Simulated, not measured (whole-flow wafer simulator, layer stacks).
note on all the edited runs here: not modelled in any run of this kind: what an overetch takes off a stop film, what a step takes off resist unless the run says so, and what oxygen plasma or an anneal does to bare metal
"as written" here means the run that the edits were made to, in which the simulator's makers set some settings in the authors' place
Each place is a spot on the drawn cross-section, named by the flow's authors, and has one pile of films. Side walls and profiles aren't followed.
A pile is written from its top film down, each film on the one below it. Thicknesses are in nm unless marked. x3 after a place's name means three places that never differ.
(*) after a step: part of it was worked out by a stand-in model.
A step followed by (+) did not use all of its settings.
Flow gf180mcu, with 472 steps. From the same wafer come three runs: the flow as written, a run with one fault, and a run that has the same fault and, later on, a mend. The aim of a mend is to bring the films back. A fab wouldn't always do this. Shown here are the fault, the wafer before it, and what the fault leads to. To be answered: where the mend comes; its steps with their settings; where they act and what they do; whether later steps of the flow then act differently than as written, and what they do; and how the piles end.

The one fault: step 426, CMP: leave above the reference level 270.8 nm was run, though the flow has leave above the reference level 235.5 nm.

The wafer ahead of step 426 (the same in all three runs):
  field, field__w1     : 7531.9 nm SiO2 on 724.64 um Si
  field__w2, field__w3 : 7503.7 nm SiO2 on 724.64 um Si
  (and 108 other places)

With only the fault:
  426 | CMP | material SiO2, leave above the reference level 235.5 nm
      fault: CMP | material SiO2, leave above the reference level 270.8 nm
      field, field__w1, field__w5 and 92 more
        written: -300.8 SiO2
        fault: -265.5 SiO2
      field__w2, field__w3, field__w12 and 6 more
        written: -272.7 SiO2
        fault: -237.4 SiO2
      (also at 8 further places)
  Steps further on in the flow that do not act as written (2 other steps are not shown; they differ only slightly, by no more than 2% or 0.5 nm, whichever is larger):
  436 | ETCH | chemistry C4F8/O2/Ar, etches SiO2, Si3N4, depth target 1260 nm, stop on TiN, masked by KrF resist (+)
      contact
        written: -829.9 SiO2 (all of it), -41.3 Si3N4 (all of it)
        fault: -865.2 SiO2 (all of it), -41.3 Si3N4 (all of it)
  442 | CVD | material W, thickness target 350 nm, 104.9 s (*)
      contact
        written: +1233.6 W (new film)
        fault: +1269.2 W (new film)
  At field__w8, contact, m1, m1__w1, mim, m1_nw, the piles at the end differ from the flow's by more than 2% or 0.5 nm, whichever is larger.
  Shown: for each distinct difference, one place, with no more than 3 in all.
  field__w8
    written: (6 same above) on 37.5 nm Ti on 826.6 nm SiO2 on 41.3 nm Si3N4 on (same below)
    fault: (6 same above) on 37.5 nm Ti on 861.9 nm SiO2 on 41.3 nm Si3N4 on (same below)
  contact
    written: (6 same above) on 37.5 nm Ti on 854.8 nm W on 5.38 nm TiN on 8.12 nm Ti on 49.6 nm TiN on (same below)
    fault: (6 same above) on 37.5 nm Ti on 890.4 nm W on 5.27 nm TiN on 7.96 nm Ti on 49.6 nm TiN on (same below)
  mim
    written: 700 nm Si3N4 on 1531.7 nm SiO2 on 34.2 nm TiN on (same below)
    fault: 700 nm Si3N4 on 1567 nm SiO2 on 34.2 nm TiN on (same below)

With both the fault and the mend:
  After step 426 comes the mend.
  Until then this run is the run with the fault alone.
  426a | CMP | material SiO2, leave above the reference level 235.5 nm (a further turn of the flow's step 426)
      field, field__w1, field__w2 and 109 more
        -35.3 SiO2
  None of the later steps of the flow acts differently than as written at any place that is followed.
  The piles end the same as the flow's at every place that both follow.
